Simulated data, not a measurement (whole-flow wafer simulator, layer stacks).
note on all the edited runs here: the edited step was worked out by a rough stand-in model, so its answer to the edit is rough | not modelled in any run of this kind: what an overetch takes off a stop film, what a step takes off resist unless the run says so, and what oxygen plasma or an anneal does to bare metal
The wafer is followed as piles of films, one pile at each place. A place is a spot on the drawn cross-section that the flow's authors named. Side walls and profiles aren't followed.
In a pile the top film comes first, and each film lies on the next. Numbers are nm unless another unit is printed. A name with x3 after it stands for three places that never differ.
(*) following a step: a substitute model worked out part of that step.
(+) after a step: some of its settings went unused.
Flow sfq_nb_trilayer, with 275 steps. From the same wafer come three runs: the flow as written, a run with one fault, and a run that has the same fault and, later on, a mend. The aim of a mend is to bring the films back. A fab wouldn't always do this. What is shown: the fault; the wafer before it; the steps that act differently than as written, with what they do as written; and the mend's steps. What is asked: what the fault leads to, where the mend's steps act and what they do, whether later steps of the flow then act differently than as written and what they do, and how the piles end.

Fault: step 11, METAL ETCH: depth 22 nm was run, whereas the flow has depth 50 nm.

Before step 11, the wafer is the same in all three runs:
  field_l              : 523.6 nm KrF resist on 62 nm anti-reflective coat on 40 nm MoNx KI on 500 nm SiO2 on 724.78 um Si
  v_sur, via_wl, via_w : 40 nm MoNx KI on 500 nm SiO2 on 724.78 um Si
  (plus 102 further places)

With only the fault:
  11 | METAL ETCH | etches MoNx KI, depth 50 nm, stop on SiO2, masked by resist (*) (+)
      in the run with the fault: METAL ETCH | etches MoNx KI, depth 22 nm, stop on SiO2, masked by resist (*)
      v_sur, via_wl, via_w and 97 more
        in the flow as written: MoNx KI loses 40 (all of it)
        in the run with the fault: MoNx KI loses 22
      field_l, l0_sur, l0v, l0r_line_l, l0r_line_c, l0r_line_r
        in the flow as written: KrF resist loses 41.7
        in the run with the fault: KrF resist loses 18.3
  Steps later in the flow that act otherwise than as written (8 other steps are not shown; they differ only slightly, by no more than 2% or 0.5 nm, whichever is larger):
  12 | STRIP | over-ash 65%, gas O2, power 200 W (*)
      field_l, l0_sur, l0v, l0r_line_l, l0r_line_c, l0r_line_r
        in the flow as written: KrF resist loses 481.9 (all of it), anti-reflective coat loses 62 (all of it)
        in the run with the fault: KrF resist loses 505.2 (all of it), anti-reflective coat loses 62 (all of it)
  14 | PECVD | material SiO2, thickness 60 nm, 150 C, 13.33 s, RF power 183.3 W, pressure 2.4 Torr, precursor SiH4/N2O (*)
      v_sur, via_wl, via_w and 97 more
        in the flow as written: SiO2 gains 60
        in the run with the fault: SiO2 gains 60 (new film)
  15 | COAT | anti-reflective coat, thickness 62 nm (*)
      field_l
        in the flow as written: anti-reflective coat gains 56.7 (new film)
        in the run with the fault: anti-reflective coat gains 58.9 (new film)
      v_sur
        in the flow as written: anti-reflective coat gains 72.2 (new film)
        in the run with the fault: anti-reflective coat gains 67.6 (new film)
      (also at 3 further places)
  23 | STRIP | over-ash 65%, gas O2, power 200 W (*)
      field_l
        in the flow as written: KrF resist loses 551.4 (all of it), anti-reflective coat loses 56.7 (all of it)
        in the run with the fault: KrF resist loses 555.2 (all of it), anti-reflective coat loses 58.9 (all of it)
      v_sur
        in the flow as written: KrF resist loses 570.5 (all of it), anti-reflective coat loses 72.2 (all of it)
        in the run with the fault: KrF resist loses 565.5 (all of it), anti-reflective coat loses 67.6 (all of it)
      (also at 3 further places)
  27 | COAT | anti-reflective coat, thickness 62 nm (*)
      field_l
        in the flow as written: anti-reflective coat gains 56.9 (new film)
        in the run with the fault: anti-reflective coat gains 59 (new film)
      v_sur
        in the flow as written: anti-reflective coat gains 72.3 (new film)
        in the run with the fault: anti-reflective coat gains 67.6 (new film)
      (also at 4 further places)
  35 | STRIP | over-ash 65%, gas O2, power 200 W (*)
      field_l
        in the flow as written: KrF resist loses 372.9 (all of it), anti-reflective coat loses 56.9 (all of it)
        in the run with the fault: KrF resist loses 377.1 (all of it), anti-reflective coat loses 59 (all of it)
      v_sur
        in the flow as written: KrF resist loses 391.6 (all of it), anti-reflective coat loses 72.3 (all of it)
        in the run with the fault: KrF resist loses 387.3 (all of it), anti-reflective coat loses 67.6 (all of it)
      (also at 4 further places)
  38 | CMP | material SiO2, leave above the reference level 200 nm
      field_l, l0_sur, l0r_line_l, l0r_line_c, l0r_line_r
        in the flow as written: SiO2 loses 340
        in the run with the fault: SiO2 loses 322
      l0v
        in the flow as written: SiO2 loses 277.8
        in the run with the fault: SiO2 loses 259.8
  By the end, the piles at v_sur, via_wl, via_w and 97 more depart from the flow's by more than 2% or 0.5 nm, whichever is larger.
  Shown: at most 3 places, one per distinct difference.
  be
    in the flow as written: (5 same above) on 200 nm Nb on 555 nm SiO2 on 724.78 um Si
    in the run with the fault: (5 same above) on 200 nm Nb on 55 nm SiO2 on 18 nm MoNx KI on 500 nm SiO2 on 724.78 um Si
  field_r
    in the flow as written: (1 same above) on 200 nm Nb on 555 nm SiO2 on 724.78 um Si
    in the run with the fault: (1 same above) on 200 nm Nb on 55 nm SiO2 on 18 nm MoNx KI on 500 nm SiO2 on 724.78 um Si
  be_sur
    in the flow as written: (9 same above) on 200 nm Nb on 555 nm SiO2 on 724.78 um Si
    in the run with the fault: (9 same above) on 200 nm Nb on 55 nm SiO2 on 18 nm MoNx KI on 500 nm SiO2 on 724.78 um Si

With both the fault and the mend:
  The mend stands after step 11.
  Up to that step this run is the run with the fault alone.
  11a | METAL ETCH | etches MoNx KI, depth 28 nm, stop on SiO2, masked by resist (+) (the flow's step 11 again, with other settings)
      v_sur, via_wl, via_w and 97 more
        MoNx KI loses 18 (all of it)
      field_l, l0_sur, l0v, l0r_line_l, l0r_line_c, l0r_line_r
        KrF resist loses 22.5
  Later steps of the flow that are run all act as written at every place that is followed, up to a difference of at most 2% or 0.5 nm, whichever is larger.
  At every place that both follow, the piles at the end match the flow's.
